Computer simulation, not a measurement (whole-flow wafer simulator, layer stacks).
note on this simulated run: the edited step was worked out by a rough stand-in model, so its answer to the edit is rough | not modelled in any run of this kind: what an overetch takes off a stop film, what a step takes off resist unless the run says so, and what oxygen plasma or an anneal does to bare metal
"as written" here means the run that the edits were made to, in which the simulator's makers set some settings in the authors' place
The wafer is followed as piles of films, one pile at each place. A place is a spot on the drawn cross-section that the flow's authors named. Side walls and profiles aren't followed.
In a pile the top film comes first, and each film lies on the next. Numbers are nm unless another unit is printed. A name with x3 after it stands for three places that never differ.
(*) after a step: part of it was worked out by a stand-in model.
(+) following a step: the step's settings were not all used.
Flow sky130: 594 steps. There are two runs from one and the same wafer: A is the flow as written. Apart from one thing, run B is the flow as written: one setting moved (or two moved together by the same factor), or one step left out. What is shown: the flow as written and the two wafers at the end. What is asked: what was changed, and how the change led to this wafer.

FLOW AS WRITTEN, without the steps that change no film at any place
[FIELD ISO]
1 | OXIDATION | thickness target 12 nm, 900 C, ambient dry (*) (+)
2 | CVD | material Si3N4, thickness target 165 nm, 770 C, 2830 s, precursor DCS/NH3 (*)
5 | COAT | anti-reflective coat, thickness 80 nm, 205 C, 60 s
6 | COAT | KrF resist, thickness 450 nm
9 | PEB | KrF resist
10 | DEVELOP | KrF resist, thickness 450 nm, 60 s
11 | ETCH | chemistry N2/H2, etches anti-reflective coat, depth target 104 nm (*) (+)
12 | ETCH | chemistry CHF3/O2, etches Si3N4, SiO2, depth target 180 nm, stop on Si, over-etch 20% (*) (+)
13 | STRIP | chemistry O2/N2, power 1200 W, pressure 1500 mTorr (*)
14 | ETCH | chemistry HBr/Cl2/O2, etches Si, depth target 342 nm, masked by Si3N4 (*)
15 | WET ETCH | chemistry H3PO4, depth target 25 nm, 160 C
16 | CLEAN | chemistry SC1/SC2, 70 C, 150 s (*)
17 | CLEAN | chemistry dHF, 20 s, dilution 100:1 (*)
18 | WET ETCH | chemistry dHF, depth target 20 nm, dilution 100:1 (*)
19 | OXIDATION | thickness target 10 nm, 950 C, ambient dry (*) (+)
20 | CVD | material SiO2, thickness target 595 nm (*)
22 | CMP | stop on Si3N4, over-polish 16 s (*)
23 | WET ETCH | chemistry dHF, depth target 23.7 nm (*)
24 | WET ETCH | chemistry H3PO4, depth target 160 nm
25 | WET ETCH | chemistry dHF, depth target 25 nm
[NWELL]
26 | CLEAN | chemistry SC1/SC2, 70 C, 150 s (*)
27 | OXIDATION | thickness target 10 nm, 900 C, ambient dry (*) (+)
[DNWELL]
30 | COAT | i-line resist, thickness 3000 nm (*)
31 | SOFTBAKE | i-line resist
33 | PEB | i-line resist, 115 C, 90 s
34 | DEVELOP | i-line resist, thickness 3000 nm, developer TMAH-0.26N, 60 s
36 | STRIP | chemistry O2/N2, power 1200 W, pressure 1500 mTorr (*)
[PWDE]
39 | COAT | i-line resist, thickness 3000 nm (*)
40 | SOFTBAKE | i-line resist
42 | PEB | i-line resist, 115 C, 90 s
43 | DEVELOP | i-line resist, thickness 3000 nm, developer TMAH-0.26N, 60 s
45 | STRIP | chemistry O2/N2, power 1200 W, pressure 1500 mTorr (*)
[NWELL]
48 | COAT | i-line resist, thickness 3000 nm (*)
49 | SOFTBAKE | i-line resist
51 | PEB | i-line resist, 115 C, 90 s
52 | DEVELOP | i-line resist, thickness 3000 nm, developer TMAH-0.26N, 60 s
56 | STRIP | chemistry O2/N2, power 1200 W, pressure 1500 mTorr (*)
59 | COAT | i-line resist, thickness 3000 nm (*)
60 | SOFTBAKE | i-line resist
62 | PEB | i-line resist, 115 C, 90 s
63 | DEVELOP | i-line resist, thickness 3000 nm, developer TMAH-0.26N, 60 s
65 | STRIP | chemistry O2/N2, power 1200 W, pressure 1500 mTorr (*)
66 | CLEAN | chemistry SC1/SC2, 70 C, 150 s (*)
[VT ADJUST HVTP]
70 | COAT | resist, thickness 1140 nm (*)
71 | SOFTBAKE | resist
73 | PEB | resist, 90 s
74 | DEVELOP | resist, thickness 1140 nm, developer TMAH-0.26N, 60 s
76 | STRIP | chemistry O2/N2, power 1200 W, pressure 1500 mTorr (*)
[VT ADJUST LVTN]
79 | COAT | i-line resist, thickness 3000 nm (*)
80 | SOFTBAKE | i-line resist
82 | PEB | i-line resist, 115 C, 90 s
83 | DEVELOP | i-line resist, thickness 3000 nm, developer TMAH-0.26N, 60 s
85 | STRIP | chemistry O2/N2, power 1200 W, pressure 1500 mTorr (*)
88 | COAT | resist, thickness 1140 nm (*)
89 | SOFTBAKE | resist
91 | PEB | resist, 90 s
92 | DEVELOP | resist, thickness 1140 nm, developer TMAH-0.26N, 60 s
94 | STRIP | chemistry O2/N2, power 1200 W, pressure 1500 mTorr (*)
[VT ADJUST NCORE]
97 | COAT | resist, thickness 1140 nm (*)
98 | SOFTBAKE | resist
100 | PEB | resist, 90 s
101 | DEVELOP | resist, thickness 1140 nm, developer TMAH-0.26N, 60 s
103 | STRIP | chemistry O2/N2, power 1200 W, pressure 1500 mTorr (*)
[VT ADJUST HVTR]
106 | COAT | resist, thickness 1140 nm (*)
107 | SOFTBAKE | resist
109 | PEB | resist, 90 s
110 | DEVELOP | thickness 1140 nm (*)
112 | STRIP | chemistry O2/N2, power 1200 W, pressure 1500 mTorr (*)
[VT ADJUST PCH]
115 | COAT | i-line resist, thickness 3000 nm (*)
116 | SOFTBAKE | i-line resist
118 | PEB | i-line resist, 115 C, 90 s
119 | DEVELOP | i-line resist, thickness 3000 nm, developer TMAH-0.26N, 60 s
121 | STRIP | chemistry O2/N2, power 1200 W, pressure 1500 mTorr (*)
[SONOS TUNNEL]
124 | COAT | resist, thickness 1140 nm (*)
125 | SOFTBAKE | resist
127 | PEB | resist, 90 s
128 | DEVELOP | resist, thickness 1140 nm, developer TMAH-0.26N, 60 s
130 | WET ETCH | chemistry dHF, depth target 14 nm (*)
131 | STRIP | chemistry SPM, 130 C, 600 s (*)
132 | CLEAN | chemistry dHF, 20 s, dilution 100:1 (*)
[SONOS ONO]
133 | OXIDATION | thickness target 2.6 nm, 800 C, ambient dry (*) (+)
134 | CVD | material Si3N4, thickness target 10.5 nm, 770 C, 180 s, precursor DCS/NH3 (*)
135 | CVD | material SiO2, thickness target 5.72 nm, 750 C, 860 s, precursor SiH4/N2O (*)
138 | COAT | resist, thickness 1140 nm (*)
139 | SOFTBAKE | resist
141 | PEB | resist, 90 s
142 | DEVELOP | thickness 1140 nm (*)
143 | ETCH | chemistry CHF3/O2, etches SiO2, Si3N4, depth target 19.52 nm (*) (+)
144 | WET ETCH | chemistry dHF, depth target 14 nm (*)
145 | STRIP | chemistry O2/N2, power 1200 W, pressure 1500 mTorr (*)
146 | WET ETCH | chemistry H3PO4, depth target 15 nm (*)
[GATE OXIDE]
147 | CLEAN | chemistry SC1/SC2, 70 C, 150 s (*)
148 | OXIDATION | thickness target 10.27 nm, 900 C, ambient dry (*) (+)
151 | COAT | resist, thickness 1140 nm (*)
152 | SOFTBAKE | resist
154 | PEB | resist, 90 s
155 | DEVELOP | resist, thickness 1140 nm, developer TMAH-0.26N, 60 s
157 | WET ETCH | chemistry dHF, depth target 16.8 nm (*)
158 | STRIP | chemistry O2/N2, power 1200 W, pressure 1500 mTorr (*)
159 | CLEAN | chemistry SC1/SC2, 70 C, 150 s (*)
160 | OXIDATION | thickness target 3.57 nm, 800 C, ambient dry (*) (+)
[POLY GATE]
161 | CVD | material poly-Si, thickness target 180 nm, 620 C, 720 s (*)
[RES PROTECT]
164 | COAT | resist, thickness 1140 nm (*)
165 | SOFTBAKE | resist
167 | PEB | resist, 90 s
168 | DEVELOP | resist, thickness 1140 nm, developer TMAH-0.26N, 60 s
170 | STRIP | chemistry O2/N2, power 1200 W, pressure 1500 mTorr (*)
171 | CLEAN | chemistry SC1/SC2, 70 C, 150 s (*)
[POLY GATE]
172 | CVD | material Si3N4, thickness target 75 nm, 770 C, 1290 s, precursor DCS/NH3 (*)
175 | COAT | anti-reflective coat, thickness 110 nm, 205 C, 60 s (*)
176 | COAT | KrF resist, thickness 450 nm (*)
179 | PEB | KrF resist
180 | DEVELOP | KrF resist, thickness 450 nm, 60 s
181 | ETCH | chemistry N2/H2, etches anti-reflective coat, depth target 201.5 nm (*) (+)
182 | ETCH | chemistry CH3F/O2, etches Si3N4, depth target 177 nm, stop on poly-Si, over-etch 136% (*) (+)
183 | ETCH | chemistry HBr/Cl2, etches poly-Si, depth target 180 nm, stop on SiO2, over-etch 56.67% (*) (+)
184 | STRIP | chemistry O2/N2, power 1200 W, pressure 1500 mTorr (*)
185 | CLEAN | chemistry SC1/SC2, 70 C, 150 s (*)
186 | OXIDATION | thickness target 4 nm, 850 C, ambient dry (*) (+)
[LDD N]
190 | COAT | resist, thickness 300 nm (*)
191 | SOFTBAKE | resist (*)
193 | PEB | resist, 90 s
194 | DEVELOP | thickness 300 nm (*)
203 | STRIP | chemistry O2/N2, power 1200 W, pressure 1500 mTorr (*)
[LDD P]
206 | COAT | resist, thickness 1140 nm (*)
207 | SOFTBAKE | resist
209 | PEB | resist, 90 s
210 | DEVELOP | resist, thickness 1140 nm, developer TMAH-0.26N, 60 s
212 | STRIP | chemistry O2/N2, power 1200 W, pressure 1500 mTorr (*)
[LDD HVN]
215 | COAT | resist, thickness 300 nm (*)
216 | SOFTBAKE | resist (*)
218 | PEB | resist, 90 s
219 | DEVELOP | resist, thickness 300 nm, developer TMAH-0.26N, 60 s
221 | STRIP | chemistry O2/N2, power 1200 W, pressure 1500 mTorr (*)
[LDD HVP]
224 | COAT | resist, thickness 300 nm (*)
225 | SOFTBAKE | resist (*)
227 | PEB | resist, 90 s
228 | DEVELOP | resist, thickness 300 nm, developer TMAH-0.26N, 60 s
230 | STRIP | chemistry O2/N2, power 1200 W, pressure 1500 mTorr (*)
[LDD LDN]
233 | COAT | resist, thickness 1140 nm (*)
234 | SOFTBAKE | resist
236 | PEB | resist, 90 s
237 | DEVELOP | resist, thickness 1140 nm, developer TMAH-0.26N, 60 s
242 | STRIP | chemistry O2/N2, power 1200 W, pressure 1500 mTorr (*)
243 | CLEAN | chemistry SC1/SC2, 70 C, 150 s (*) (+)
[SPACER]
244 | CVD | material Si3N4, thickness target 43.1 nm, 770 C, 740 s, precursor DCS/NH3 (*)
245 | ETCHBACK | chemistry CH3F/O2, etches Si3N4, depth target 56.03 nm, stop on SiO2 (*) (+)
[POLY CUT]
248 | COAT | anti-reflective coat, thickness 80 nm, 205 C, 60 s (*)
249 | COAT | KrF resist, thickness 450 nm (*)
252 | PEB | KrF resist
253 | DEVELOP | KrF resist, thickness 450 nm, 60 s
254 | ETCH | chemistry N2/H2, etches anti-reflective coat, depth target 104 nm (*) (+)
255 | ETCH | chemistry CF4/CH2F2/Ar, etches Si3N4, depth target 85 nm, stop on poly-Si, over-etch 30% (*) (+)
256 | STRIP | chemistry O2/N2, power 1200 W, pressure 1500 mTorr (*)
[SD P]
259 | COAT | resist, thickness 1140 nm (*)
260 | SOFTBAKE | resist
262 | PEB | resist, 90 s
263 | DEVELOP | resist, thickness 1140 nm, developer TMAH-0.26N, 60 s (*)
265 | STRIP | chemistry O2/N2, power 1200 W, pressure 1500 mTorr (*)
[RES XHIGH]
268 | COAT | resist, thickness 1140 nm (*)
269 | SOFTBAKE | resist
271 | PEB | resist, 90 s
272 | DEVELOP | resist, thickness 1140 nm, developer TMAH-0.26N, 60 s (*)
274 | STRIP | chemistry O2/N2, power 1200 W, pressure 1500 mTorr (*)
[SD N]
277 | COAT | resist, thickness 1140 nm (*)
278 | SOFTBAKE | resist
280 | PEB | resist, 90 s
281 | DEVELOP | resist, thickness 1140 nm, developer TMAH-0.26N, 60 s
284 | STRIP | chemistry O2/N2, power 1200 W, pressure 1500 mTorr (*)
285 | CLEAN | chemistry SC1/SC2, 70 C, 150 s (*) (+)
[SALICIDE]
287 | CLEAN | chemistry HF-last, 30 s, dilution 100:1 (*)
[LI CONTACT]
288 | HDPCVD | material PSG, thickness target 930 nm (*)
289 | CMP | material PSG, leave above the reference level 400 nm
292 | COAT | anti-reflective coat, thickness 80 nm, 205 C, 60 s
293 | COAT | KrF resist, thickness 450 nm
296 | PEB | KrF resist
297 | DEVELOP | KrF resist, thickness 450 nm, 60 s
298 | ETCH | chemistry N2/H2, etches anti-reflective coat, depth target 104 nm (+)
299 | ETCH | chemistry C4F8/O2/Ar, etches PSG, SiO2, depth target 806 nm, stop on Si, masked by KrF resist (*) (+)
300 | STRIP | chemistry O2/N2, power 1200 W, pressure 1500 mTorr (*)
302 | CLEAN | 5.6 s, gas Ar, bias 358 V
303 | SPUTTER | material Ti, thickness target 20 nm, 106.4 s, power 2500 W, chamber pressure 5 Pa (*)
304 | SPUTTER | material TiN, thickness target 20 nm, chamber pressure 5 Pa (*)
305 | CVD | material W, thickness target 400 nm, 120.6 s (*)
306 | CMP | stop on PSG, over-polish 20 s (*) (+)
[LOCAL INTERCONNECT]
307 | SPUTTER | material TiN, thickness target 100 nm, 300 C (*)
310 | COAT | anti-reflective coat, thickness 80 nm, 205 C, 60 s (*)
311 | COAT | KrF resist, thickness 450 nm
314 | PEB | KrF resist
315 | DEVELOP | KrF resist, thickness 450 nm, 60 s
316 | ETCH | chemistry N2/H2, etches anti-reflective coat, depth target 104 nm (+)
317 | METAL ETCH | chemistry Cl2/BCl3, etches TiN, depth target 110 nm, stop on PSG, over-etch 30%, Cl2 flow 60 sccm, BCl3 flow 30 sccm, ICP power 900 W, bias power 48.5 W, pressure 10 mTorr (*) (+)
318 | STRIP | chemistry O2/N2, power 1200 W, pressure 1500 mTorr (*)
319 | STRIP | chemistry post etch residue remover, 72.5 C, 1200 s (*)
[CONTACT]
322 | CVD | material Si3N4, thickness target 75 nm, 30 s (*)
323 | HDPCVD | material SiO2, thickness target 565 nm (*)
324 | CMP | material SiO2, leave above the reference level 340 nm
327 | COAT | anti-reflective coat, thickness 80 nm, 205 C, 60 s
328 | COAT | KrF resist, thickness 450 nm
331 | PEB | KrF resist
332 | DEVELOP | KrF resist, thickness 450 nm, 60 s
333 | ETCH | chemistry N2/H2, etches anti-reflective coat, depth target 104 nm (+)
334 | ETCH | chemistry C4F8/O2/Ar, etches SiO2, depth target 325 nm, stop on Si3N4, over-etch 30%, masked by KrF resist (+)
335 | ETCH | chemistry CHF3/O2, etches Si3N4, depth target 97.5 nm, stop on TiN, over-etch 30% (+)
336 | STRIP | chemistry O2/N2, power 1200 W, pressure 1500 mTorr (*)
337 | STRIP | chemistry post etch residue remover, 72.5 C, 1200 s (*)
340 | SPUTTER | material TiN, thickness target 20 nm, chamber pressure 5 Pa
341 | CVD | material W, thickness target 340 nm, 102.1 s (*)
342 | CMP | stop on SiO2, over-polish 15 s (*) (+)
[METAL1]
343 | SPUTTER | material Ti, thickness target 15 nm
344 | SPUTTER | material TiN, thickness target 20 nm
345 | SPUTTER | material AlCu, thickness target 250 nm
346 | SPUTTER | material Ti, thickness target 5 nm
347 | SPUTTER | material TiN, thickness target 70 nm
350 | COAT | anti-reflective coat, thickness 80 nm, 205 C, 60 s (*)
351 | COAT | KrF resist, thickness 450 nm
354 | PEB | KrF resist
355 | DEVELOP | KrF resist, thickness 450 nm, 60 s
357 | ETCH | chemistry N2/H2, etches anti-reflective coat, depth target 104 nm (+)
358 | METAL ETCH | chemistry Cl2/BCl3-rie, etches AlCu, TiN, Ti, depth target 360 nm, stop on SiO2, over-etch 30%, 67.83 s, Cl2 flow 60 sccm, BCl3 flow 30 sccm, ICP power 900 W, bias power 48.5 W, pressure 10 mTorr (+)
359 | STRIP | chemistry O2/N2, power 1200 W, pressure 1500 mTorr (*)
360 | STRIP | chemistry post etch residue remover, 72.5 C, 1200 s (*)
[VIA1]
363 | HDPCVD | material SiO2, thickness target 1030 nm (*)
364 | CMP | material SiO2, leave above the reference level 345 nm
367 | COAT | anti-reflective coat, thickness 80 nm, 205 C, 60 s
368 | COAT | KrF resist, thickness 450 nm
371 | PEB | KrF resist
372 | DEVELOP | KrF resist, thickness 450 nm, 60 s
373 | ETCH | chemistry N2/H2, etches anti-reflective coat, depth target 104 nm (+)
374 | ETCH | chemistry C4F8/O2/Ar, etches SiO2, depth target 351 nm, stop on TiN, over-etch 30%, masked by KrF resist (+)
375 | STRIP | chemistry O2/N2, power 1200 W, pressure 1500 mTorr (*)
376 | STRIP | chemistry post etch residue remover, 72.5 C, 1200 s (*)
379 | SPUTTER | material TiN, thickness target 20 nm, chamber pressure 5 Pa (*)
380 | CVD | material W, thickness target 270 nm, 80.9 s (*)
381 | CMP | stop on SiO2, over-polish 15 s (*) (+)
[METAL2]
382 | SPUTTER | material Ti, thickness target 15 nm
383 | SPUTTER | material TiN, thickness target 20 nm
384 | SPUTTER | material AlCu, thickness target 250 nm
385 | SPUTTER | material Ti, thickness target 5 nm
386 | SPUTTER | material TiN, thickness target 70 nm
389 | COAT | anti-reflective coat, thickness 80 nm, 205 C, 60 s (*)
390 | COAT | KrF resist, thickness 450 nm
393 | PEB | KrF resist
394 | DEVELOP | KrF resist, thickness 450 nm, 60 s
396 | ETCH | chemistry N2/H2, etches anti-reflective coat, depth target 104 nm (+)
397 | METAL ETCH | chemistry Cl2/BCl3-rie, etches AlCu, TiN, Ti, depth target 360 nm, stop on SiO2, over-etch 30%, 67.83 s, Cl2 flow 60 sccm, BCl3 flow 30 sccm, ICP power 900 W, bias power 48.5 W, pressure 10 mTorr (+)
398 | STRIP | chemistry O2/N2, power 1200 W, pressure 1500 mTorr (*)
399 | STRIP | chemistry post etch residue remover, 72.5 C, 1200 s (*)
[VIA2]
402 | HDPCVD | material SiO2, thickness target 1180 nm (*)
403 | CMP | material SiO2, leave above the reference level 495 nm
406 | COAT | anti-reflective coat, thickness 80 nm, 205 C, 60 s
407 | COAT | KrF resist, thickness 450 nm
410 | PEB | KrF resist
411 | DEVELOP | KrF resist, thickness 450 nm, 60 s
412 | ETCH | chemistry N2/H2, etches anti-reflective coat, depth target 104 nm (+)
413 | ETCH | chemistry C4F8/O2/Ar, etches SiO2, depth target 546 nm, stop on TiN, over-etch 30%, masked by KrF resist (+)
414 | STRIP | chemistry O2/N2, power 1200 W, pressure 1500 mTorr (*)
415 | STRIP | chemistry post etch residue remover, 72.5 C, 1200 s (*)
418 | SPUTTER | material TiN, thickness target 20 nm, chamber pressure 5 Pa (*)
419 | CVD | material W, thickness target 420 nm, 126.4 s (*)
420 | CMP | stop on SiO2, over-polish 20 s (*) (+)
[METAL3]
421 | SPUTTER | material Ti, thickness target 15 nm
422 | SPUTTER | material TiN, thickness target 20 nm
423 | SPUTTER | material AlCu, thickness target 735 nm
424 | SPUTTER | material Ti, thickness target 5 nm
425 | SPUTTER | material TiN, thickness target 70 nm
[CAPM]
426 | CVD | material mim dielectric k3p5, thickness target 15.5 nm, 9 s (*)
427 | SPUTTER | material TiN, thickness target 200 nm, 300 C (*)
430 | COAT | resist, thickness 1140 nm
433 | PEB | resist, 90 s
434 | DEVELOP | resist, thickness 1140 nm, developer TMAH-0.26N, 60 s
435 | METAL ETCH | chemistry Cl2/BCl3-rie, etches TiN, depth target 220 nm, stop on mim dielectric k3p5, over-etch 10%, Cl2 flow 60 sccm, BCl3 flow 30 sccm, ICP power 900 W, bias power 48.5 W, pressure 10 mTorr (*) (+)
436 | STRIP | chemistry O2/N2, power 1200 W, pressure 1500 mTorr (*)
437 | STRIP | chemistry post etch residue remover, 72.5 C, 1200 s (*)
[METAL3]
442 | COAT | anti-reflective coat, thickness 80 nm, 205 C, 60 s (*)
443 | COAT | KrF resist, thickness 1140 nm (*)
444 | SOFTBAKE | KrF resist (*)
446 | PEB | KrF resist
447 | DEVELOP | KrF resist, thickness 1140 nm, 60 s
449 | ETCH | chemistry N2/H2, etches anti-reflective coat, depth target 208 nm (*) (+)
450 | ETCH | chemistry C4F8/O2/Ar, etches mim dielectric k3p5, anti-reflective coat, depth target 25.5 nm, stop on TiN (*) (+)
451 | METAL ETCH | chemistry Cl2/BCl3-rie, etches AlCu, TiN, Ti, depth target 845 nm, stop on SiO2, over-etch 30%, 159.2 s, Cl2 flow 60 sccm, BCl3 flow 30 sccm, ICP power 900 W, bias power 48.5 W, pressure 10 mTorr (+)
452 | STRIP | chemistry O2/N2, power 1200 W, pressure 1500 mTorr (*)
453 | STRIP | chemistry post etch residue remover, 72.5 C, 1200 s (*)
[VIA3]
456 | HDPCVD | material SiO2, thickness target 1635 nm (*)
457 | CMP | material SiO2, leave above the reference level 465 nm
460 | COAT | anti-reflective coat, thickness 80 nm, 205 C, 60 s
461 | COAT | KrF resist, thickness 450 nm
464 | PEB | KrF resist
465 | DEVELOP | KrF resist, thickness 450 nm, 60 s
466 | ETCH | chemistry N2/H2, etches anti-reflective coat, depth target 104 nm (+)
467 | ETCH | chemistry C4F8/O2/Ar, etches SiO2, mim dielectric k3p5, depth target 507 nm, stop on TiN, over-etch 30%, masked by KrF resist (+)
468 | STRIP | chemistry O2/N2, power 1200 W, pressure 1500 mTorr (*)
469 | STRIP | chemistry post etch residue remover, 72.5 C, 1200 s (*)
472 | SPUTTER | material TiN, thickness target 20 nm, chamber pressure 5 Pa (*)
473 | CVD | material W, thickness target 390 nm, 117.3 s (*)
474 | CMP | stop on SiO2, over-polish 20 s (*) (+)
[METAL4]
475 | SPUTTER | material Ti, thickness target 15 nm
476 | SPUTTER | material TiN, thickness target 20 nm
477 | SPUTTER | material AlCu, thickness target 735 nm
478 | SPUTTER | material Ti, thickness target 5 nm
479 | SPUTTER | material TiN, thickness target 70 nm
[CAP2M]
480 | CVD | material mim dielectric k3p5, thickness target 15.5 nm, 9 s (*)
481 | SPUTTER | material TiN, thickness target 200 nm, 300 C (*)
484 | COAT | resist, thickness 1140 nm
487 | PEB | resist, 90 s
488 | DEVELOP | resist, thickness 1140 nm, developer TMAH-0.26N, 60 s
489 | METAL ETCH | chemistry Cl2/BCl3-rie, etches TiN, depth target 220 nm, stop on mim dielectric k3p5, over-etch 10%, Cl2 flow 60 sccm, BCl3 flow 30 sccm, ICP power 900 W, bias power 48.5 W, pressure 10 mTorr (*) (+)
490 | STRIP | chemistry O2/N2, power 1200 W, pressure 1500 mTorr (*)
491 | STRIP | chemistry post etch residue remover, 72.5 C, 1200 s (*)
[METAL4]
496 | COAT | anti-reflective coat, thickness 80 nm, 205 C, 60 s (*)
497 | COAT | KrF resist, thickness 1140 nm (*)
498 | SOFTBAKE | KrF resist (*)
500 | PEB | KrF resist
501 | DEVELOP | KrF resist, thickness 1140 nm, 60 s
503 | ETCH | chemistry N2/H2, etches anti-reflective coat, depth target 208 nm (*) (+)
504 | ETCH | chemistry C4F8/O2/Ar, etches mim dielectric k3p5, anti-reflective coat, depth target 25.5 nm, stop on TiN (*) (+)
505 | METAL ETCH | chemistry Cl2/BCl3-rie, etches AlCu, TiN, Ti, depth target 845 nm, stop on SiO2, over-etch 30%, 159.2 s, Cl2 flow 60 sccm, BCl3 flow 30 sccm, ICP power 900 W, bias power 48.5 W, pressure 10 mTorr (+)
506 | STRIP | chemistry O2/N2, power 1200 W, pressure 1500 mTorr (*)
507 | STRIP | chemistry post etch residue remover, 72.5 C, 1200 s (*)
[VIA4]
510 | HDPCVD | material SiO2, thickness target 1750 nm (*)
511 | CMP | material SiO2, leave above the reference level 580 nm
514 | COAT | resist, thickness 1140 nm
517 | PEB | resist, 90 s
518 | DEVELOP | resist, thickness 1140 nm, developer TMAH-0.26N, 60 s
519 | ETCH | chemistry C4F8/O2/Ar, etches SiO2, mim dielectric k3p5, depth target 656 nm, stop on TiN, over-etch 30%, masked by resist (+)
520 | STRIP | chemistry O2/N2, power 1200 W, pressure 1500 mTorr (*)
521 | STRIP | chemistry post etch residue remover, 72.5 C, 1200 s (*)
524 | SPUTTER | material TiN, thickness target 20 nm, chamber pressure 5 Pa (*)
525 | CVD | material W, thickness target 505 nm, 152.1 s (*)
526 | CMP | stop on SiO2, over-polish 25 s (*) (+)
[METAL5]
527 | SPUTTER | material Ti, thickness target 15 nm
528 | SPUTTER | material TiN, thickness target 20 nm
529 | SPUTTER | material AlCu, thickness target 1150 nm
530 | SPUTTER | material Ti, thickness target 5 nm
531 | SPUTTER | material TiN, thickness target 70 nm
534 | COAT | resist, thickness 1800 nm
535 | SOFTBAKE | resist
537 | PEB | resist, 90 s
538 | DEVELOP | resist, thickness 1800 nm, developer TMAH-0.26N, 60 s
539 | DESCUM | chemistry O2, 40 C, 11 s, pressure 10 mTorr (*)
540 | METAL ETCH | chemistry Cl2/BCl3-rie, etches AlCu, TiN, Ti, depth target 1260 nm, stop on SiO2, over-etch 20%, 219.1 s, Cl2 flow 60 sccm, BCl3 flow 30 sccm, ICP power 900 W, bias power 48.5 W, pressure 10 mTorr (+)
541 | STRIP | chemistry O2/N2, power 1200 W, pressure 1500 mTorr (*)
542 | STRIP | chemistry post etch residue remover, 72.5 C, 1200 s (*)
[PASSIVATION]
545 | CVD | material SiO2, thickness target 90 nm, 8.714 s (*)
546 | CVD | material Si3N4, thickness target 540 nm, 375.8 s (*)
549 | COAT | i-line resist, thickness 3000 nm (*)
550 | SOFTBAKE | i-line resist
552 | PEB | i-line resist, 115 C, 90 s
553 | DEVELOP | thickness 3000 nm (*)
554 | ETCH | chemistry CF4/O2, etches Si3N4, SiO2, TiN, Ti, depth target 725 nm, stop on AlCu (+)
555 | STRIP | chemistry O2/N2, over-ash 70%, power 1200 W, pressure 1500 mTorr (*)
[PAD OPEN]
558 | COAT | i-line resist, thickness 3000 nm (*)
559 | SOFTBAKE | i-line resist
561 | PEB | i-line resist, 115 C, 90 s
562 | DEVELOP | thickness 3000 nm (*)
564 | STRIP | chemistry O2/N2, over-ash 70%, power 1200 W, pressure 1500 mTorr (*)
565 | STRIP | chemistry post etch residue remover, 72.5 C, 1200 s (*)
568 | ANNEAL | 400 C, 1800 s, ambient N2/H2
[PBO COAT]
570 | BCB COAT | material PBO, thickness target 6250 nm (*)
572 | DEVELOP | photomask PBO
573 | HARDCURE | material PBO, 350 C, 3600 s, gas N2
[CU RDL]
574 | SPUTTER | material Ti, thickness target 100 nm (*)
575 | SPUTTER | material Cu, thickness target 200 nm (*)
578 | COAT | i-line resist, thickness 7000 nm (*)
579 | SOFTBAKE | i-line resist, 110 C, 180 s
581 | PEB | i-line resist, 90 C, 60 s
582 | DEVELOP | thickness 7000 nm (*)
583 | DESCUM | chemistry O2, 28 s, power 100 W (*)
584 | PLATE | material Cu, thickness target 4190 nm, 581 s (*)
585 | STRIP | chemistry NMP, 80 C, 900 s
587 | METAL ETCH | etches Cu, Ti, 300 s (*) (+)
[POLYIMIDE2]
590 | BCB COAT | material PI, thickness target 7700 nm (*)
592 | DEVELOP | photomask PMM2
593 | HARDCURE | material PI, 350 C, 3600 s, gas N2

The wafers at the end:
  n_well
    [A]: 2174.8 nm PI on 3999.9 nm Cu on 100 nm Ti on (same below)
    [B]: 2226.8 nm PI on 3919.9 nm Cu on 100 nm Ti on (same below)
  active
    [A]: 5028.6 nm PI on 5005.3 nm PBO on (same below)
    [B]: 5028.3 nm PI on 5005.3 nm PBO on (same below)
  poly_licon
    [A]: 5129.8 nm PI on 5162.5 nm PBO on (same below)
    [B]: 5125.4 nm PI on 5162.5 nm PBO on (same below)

What caused this: step 575, SPUTTER: thickness target 120 nm was run, while the flow as written has thickness target 200 nm.

The path from the change to this, step by step:
  575 | SPUTTER | material Cu, thickness target 200 nm (*)
      field, active, n_well and 190 more: A +200 Cu (new film) | B +120 Cu (new film)
  587 | METAL ETCH | etches Cu, Ti, 300 s (*) (+)
      field, active, gate and 167 more: A -200 Cu (all of it), -100 Ti (all of it) | B -120 Cu (all of it), -100 Ti (all of it)
  590 | BCB COAT | material PI, thickness target 7700 nm (*)
      n_well, p_well, sd_n, sd_p: A +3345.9 PI (new film) | B +3425.9 PI (new film)
      mim: A +3640.8 PI (new film) | B +3717.2 PI (new film)
      (and at 3 other places as well)
  593 | HARDCURE | material PI, 350 C, 3600 s, gas N2
      n_well, p_well, sd_n, sd_p: A -1171.1 PI | B -1199.1 PI
